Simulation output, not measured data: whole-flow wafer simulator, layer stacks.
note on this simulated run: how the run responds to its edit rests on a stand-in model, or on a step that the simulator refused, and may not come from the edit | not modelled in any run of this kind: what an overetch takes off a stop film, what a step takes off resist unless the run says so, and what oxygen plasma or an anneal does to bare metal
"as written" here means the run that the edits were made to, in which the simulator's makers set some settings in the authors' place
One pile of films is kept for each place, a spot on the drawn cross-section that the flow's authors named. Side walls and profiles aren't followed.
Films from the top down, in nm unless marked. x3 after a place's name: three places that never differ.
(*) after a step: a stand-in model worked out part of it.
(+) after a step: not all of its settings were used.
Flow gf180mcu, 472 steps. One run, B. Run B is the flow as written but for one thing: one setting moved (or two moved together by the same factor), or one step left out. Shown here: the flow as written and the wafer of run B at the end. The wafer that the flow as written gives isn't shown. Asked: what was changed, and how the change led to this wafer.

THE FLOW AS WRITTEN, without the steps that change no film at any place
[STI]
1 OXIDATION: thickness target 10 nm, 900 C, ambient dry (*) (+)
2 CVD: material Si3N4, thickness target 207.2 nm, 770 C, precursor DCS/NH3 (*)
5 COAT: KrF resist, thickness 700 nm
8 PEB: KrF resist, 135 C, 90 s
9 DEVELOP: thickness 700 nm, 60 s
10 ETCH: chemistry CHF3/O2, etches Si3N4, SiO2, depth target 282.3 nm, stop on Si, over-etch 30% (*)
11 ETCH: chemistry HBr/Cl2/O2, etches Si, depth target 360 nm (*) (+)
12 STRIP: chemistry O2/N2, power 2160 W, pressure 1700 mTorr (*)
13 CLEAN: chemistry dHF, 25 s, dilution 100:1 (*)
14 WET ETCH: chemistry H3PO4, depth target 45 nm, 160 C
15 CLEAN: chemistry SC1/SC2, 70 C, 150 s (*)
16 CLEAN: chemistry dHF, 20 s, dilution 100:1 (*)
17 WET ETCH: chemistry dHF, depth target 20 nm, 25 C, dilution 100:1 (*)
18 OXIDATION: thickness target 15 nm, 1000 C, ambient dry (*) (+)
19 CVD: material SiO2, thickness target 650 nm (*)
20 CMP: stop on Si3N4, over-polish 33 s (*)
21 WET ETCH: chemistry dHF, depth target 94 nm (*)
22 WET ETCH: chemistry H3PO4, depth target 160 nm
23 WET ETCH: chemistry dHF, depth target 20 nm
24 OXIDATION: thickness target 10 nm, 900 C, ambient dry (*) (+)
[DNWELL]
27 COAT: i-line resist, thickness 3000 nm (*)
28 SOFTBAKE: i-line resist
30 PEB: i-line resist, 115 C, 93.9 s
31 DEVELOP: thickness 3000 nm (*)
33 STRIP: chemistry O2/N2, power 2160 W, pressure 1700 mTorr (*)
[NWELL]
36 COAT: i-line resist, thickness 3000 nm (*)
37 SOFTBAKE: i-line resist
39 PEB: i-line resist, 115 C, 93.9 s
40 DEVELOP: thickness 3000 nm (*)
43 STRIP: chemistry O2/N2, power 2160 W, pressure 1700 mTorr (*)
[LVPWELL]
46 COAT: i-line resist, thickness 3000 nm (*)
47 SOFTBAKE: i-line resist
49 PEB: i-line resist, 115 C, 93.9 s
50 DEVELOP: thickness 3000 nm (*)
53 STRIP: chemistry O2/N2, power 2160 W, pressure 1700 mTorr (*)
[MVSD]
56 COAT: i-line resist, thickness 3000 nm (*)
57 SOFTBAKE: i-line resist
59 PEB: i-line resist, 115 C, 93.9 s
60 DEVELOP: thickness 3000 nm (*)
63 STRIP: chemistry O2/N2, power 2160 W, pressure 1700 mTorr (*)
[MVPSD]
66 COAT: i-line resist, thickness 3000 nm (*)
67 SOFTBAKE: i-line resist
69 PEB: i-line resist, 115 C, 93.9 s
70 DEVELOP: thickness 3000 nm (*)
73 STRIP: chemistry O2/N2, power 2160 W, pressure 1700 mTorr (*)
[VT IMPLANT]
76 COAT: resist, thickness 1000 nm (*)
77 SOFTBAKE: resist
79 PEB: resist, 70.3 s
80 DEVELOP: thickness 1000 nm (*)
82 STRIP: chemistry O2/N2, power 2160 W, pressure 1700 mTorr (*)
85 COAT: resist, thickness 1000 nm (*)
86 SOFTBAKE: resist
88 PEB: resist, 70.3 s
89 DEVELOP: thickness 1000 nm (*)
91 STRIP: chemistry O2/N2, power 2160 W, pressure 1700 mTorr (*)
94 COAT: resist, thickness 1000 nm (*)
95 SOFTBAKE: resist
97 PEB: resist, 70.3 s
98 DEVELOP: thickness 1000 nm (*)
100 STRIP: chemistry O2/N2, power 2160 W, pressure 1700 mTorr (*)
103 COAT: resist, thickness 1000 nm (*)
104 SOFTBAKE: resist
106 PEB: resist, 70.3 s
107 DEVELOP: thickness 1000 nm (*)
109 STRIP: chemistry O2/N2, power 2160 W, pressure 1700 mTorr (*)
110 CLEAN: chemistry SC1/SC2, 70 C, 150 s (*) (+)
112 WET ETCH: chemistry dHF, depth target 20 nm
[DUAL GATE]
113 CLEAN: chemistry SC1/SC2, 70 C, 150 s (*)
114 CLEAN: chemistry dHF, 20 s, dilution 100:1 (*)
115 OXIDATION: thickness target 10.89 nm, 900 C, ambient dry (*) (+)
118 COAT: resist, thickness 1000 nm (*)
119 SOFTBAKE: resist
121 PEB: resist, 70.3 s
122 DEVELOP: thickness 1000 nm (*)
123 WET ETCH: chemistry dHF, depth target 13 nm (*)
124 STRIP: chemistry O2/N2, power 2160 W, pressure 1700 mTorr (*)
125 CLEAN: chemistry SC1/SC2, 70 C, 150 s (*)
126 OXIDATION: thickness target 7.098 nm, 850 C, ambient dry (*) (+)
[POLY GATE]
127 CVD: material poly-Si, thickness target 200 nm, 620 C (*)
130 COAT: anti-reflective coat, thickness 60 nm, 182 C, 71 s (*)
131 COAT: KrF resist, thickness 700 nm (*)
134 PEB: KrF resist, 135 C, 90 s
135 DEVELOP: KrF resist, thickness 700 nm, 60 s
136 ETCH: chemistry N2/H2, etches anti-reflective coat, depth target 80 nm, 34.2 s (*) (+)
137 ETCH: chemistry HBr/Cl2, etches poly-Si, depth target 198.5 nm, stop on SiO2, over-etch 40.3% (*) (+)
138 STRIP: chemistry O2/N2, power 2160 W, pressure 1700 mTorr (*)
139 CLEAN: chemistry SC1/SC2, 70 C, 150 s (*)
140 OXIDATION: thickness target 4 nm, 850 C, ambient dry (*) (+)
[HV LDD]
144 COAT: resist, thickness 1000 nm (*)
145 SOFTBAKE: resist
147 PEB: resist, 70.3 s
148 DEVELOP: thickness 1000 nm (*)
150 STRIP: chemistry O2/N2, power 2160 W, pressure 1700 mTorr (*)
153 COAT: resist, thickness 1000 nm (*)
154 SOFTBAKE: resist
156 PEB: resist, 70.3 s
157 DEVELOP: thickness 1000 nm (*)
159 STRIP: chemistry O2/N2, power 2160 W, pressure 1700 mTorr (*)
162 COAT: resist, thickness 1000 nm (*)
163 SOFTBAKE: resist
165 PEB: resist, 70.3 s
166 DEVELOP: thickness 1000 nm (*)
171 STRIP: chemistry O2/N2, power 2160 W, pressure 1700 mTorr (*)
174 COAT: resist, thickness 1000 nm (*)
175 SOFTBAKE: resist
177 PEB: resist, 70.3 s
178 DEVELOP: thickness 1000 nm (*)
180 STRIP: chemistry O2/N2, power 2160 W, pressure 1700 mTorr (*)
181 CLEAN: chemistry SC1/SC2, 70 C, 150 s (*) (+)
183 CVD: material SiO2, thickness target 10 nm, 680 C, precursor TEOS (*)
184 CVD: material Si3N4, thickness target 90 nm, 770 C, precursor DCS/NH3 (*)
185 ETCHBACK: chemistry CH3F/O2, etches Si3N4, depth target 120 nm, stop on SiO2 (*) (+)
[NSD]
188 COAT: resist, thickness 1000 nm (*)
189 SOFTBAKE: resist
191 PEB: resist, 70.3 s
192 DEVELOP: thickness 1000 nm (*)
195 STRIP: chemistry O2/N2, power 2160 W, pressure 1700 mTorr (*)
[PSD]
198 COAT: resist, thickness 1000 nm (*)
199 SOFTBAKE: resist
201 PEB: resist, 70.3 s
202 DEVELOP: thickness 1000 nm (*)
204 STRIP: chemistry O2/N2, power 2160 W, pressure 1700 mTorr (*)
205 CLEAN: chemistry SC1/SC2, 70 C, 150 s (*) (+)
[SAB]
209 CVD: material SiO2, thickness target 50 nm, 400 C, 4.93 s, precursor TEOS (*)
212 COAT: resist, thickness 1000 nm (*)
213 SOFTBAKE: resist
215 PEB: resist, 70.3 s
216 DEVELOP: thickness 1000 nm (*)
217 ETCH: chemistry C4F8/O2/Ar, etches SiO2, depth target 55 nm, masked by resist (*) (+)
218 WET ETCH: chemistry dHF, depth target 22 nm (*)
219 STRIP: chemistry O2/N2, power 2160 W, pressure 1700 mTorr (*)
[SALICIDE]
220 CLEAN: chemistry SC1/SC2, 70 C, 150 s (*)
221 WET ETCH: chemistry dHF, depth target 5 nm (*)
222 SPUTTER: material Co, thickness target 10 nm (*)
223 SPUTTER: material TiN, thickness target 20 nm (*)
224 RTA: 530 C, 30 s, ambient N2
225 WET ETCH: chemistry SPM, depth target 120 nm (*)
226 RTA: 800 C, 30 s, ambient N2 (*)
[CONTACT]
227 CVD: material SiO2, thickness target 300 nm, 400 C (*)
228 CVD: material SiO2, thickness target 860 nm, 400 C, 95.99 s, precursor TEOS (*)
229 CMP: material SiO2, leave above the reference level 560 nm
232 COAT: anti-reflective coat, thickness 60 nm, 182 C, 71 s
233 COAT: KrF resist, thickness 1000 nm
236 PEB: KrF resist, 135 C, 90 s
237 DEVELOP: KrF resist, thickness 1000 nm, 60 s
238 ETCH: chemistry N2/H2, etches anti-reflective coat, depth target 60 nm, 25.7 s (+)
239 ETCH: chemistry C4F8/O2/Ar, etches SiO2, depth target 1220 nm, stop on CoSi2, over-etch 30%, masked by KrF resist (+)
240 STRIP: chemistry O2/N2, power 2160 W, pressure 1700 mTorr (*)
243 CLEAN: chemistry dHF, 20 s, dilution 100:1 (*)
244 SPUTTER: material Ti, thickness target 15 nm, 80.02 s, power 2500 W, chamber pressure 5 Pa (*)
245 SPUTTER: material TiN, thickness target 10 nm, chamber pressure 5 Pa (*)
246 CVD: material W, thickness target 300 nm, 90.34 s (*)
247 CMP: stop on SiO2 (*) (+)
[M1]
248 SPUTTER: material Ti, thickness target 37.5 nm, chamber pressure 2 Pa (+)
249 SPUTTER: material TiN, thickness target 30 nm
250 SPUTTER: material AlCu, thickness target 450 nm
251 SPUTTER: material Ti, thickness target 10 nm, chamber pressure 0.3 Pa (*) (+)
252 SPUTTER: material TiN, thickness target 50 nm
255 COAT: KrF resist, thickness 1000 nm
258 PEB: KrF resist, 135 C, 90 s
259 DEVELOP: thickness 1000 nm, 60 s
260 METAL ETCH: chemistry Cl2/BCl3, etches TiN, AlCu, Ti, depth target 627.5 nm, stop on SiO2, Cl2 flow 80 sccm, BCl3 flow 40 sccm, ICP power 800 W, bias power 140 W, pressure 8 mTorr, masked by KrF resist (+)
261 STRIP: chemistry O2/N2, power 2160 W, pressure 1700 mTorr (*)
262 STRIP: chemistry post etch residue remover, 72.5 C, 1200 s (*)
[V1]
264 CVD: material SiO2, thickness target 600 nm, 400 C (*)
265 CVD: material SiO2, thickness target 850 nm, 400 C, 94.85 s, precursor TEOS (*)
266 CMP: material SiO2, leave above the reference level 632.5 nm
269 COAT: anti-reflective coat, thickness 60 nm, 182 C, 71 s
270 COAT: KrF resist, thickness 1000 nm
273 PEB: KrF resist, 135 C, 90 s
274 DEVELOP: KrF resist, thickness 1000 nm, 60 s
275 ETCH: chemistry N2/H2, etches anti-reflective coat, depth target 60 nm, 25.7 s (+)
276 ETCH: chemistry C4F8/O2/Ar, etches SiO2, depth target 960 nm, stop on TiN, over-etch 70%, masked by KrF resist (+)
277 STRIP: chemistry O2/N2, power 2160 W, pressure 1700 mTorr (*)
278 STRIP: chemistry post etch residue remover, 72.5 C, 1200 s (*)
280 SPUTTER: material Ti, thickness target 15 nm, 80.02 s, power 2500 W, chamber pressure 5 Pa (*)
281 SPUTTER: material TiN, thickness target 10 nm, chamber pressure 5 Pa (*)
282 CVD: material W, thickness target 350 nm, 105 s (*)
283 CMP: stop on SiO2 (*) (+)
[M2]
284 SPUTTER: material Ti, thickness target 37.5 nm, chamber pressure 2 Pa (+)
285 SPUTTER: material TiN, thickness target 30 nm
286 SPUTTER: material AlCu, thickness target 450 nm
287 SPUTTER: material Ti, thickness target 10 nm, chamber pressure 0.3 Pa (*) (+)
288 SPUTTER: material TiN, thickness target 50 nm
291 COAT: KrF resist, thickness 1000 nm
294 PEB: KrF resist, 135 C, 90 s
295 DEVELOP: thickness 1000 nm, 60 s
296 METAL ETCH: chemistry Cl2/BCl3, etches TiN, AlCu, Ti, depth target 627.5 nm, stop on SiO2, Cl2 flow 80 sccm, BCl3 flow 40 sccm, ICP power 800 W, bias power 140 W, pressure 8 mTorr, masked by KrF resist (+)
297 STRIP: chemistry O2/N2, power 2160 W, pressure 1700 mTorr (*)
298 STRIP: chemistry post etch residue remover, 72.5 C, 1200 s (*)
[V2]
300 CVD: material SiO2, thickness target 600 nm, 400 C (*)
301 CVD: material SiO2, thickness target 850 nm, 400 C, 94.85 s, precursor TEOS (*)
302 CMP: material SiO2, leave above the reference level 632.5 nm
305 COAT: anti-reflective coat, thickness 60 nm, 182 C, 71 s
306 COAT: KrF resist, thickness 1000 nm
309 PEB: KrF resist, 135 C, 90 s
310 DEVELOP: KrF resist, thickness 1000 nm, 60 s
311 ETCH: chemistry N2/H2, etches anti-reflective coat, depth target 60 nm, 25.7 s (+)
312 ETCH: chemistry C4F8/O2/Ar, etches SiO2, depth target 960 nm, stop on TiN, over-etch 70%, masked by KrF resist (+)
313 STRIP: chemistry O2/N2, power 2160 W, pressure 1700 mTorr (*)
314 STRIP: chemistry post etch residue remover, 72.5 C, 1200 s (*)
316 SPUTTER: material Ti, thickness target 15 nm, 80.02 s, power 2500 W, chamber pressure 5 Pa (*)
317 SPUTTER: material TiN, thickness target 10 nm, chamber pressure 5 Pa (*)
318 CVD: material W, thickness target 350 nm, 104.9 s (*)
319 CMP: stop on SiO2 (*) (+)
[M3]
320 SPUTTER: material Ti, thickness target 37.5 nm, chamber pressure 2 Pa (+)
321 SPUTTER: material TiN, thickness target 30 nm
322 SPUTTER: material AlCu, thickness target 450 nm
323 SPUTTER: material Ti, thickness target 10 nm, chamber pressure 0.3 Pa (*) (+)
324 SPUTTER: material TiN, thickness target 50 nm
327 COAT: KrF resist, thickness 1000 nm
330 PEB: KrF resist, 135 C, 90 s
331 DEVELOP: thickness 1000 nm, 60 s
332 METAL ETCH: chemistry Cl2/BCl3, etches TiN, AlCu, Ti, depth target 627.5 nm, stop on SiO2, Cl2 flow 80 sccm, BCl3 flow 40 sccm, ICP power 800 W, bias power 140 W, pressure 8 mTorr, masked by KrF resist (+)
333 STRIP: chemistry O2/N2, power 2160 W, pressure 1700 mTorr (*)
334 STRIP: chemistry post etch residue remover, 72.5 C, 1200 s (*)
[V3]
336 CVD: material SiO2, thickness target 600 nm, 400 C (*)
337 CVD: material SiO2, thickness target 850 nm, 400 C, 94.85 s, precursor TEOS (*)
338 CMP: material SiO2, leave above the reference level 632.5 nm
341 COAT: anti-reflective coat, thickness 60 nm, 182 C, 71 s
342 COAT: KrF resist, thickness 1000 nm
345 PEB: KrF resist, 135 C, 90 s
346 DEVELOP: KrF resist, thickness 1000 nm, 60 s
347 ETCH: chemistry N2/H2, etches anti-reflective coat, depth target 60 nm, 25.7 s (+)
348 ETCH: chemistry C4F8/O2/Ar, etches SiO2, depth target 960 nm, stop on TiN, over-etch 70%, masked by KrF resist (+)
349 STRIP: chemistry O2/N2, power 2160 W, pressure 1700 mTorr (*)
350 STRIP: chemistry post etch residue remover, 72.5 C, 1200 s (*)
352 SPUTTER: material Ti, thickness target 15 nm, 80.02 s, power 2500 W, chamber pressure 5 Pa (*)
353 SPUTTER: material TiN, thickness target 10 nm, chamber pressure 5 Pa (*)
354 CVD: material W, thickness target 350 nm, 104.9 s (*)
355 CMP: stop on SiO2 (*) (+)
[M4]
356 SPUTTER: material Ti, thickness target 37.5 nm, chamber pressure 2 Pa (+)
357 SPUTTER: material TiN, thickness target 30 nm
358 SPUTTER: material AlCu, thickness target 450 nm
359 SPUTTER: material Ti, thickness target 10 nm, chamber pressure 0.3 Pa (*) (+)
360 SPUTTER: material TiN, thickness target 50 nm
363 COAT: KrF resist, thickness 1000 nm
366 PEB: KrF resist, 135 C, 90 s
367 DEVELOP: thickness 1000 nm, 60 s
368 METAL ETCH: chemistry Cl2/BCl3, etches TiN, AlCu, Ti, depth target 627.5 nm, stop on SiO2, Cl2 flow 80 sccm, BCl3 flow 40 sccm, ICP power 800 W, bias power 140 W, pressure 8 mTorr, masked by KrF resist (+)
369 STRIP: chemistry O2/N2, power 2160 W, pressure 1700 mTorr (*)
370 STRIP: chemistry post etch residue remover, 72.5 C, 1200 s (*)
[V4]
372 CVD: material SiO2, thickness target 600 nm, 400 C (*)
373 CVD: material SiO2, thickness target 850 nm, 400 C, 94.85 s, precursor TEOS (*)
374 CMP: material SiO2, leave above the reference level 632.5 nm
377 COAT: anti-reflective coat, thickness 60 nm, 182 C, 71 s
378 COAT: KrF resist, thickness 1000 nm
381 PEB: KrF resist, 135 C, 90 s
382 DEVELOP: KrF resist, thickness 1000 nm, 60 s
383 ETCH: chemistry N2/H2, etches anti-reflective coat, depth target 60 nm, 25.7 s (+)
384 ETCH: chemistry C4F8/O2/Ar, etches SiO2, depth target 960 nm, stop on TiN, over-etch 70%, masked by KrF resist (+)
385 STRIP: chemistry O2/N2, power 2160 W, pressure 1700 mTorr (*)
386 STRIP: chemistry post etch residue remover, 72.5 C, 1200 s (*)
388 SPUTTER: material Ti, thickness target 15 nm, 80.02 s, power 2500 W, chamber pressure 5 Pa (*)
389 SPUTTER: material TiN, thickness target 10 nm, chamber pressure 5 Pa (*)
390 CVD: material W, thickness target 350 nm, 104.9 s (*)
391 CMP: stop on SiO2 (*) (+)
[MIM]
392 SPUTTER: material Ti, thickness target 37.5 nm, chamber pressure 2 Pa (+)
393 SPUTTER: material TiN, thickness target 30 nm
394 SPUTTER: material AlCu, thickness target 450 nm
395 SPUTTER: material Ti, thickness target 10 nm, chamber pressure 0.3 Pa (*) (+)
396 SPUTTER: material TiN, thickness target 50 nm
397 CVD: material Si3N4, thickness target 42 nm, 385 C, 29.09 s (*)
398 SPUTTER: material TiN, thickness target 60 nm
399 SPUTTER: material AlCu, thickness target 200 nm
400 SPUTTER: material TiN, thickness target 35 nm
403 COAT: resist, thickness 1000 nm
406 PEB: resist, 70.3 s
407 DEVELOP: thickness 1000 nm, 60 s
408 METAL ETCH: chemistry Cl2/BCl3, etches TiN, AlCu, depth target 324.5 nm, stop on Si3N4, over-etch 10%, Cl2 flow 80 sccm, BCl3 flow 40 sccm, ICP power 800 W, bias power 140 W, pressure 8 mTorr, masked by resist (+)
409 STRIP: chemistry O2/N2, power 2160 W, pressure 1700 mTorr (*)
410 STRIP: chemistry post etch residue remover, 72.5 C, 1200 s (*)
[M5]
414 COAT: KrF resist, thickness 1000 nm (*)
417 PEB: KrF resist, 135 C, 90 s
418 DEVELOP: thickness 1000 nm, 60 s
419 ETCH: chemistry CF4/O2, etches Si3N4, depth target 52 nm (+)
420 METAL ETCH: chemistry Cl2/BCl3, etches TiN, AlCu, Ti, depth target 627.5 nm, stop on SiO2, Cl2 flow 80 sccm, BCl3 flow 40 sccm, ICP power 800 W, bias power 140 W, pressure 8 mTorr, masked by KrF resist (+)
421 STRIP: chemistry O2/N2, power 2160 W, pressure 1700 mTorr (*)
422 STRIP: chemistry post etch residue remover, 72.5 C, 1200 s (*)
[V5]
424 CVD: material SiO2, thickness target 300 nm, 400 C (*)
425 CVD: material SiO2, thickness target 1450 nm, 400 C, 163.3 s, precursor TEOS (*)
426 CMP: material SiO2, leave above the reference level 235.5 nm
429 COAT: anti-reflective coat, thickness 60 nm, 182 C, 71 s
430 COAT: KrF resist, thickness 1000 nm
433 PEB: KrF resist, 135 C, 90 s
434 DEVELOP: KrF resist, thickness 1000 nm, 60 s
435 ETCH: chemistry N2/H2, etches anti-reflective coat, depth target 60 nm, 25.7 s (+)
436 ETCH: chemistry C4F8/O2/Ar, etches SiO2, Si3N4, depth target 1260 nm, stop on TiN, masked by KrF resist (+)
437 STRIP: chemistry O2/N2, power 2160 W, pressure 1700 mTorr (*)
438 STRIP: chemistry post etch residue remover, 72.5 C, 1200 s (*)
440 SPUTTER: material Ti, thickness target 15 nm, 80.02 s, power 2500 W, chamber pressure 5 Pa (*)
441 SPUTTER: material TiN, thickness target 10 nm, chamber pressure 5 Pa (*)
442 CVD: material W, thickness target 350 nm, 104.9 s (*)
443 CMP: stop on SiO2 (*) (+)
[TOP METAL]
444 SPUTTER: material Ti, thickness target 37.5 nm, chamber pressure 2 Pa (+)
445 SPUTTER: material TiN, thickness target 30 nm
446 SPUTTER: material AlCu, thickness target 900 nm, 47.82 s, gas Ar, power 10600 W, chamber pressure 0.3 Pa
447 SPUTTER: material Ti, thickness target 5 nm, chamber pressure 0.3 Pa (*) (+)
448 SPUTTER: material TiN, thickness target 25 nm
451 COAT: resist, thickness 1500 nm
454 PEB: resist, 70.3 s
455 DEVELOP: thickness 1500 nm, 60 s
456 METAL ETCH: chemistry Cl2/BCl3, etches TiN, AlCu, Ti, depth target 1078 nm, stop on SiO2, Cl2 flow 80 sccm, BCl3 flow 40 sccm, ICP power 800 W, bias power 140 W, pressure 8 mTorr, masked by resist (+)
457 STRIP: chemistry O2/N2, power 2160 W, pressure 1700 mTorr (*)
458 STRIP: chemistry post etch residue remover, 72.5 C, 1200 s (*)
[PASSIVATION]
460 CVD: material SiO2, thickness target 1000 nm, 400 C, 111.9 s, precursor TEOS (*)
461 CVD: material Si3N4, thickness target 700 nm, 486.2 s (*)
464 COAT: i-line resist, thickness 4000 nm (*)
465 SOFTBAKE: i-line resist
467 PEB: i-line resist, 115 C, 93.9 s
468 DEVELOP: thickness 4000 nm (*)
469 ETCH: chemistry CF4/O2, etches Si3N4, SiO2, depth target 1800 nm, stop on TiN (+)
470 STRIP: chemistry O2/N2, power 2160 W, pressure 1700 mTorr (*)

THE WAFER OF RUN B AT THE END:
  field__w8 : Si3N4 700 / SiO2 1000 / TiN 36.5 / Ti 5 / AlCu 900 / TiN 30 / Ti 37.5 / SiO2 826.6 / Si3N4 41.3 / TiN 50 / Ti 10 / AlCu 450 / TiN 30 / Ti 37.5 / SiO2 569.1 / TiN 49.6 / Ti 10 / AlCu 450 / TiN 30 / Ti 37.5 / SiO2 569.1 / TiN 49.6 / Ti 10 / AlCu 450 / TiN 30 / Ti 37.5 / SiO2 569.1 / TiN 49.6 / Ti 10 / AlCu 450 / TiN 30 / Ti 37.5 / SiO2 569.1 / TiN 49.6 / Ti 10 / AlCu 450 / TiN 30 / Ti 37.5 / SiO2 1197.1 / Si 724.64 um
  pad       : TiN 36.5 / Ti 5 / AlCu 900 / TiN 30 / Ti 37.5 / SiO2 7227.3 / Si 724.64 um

The cause: step 448, SPUTTER: thickness target 36.9 nm was run, where the flow has thickness target 25 nm.

How the change led to this, step by step:
  448 SPUTTER: material TiN, thickness target 25 nm
      field, field__w1, field__w2 and 109 more: TiN +36.9 (new film) (as written it would be: TiN +25 (new film))
  456 METAL ETCH: chemistry Cl2/BCl3, etches TiN, AlCu, Ti, depth target 1078 nm, stop on SiO2, Cl2 flow 80 sccm, BCl3 flow 40 sccm, ICP power 800 W, bias power 140 W, pressure 8 mTorr, masked by resist (+)
      field, field__w1, field__w2 and 103 more: TiN -36.9 (all of it), Ti -5 (all of it), AlCu -900 (all of it), TiN -30 (all of it), Ti -37.5 (all of it) (as written it would be: TiN -25 (all of it), Ti -5 (all of it), AlCu -900 (all of it), TiN -30 (all of it), Ti -37.5 (all of it))
  465 SOFTBAKE: i-line resist
      gate: i-line resist -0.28 (as written it would be: i-line resist +1.79)
      ld_acc_p, ld_fp_p, ld_drift_p: i-line resist +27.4 (as written it would be: i-line resist +33.8)
      (and at 56 more places)
